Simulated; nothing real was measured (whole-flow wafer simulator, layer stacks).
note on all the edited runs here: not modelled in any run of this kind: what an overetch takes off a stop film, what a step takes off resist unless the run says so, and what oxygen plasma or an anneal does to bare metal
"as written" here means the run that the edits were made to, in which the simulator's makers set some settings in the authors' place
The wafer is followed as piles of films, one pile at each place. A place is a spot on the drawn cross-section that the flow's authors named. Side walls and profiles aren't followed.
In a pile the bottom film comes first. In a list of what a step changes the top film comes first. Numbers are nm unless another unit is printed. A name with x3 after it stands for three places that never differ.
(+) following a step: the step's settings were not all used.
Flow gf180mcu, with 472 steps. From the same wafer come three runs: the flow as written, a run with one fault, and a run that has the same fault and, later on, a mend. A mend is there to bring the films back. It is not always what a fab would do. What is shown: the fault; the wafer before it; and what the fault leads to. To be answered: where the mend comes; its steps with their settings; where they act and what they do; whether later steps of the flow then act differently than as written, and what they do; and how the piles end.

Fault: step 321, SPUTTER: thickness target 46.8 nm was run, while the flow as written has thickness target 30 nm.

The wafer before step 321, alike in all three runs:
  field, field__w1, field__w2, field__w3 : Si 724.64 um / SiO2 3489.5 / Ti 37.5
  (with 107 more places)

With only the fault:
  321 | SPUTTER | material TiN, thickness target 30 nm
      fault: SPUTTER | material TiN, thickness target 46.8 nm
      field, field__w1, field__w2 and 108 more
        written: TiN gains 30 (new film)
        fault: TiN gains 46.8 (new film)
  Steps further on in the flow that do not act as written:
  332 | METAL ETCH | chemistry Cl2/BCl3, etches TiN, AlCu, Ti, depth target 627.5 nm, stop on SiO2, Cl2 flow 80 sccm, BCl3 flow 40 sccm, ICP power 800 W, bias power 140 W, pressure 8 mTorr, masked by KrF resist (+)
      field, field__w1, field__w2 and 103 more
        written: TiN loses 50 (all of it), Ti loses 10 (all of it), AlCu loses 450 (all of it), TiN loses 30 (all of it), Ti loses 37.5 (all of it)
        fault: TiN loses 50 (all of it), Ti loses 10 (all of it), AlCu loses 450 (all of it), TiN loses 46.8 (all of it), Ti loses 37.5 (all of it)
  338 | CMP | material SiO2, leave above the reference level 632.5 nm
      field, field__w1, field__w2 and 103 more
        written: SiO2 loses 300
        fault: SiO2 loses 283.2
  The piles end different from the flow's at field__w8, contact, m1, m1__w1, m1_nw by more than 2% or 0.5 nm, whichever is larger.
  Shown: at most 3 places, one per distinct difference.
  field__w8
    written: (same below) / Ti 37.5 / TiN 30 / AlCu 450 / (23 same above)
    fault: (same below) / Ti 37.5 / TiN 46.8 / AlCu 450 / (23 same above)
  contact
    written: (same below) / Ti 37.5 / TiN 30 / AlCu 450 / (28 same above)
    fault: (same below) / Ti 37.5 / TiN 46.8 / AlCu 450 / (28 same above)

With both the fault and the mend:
  The mend stands after step 321.
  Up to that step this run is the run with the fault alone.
  321a | METAL ETCH | chemistry Cl2/BCl3, etches TiN, AlCu, Ti, depth target 16.8 nm, Cl2 flow 80 sccm, BCl3 flow 40 sccm, ICP power 800 W, bias power 140 W, pressure 8 mTorr (the flow's step 260 again, with other settings)
      field, field__w1, field__w2 and 108 more
        TiN loses 16.8
  None of the later steps of the flow acts differently than as written at any place that is followed.
  At every place that both follow, the piles at the end match the flow's.
